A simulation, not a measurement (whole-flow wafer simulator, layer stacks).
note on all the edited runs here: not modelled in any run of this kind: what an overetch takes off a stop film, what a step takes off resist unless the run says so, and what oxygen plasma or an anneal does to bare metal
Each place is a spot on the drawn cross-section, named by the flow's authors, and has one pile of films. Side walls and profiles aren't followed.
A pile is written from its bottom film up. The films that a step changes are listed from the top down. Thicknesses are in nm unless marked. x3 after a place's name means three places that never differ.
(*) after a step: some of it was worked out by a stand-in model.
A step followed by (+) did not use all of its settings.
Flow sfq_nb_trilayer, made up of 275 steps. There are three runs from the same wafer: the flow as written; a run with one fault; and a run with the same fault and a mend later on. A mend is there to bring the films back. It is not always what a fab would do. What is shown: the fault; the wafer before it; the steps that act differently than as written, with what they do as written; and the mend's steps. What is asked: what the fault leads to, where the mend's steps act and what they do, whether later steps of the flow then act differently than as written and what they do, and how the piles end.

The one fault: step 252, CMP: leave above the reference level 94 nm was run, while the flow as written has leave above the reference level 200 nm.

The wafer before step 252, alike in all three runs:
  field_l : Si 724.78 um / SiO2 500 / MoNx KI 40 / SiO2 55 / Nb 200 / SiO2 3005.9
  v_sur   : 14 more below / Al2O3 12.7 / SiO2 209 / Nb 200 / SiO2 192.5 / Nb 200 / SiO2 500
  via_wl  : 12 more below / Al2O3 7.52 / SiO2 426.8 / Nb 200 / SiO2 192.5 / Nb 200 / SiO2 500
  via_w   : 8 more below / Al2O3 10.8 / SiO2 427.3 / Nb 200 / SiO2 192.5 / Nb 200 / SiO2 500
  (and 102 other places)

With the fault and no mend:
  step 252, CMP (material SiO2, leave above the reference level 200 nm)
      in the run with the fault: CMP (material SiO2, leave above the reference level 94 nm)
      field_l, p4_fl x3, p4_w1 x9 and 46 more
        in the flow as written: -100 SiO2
        in the run with the fault: -206 SiO2
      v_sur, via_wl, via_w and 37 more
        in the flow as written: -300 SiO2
        in the run with the fault: -406 SiO2
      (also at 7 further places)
  Later steps of the flow acting differently than as written (2 other steps are not shown; they differ only slightly, by no more than 2% or 0.5 nm, whichever is larger):
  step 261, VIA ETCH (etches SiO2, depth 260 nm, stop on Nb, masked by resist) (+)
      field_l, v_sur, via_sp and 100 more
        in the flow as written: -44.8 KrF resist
        in the run with the fault: -24.3 KrF resist
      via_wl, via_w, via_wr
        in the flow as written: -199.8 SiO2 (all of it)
        in the run with the fault: -93.8 SiO2 (all of it)
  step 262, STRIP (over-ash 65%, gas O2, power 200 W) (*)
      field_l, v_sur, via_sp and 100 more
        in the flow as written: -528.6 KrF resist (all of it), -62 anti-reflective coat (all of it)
        in the run with the fault: -549.2 KrF resist (all of it), -62 anti-reflective coat (all of it)
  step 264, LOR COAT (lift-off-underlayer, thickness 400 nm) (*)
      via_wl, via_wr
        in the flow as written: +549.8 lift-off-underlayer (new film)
        in the run with the fault: +470.4 lift-off-underlayer (new film)
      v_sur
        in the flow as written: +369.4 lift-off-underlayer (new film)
        in the run with the fault: +385.6 lift-off-underlayer (new film)
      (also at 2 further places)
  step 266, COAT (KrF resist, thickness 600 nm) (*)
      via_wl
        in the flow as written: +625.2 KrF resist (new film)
        in the run with the fault: +611.8 KrF resist (new film)
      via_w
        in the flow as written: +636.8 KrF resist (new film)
        in the run with the fault: +617.3 KrF resist (new film)
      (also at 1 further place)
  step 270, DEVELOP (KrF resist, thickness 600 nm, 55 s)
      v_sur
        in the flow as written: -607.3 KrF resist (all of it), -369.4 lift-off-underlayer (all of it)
        in the run with the fault: -602.8 KrF resist (all of it), -385.6 lift-off-underlayer (all of it)
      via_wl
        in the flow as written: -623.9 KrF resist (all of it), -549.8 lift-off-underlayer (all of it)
        in the run with the fault: -610.5 KrF resist (all of it), -470.4 lift-off-underlayer (all of it)
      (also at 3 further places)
  At field_l, v_sur, via_sp and 100 more, the piles at the end differ from the flow's by more than 2% or 0.5 nm, whichever is larger.
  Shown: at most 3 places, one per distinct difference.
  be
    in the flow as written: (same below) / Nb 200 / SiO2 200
    in the run with the fault: (same below) / Nb 200 / SiO2 94
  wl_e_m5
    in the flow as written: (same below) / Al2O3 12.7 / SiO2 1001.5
    in the run with the fault: (same below) / Al2O3 12.7 / SiO2 895.5
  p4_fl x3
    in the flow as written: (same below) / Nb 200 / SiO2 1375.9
    in the run with the fault: (same below) / Nb 200 / SiO2 1269.9

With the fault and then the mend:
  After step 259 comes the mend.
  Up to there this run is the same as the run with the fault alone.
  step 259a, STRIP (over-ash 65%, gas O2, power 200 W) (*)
      field_l, v_sur, via_sp and 100 more
        -625.1 KrF resist (all of it), -62 anti-reflective coat (all of it)
      via_wl, via_w, via_wr
        -62 anti-reflective coat (all of it)
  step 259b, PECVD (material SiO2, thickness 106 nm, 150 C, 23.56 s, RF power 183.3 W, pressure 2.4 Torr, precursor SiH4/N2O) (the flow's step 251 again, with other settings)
      field_l, v_sur, via_wl and 103 more
        +106 SiO2
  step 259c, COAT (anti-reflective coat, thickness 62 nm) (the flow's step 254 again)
      field_l, v_sur, via_wl and 103 more
        +62 anti-reflective coat (new film)
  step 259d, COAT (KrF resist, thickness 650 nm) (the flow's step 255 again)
      field_l, v_sur, via_wl and 103 more
        +650 KrF resist (new film)
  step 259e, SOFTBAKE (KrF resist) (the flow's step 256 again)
      alters no film at any place that is followed
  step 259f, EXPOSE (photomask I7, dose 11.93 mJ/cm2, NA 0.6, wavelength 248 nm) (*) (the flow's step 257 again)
      alters no film at any place that is followed
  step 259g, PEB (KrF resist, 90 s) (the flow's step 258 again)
      field_l, v_sur, via_wl and 103 more
        -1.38 KrF resist
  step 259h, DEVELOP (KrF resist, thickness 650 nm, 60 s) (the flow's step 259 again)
      field_l, v_sur, via_sp and 100 more
        -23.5 KrF resist
      via_wl, via_w, via_wr
        -648.6 KrF resist (all of it)
  Every later step of the flow that is run acts as written at every place that is followed.
  At every place that both follow, the piles at the end match the flow's.
